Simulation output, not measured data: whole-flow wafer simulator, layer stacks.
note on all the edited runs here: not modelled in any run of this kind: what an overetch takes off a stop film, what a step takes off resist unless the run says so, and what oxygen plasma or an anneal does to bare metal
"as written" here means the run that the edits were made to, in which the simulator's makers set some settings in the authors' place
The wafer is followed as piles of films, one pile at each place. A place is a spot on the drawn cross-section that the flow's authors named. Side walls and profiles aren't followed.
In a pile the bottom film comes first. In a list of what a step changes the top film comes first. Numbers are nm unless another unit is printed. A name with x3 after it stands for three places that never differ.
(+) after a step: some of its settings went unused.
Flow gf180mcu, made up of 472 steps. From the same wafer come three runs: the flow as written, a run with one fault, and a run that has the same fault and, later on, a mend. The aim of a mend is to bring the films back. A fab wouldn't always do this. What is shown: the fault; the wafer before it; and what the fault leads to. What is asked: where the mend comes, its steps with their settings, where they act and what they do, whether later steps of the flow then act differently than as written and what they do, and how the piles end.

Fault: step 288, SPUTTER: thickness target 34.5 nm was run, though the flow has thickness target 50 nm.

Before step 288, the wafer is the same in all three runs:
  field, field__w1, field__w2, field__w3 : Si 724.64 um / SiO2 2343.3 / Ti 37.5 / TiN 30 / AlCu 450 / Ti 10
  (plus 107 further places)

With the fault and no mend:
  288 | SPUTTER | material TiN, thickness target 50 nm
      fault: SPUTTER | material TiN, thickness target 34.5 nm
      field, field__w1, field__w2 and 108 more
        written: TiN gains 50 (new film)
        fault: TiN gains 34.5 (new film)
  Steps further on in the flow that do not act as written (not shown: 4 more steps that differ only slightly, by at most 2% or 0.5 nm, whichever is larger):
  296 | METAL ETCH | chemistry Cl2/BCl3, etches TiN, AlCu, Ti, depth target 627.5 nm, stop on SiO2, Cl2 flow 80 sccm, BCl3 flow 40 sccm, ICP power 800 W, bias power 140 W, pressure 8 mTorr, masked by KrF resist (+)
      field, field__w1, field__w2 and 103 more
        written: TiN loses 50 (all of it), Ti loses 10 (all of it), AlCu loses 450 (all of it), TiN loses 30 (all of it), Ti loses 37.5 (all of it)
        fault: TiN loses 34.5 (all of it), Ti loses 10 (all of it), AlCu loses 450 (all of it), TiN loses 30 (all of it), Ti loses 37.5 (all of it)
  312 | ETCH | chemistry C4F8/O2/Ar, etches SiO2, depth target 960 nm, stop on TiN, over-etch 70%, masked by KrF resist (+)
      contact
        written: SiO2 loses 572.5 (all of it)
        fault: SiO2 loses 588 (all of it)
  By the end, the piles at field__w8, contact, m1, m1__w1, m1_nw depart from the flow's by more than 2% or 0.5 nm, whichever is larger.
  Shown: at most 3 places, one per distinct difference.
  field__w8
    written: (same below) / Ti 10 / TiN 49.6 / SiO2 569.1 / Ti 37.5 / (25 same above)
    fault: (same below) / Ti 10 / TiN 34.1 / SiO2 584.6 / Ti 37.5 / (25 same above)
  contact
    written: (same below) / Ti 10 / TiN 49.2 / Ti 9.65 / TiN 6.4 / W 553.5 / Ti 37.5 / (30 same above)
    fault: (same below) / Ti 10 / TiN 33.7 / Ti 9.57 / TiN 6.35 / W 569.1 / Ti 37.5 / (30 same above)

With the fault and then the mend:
  The mend follows step 288.
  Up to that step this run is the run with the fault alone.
  288a | SPUTTER | material TiN, thickness target 15.5 nm (the flow's step 288 again, with other settings)
      field, field__w1, field__w2 and 108 more
        TiN gains 15.5
  Later steps of the flow that are run all act as written at every place that is followed.
  The piles end the same as the flow's at every place that both follow.
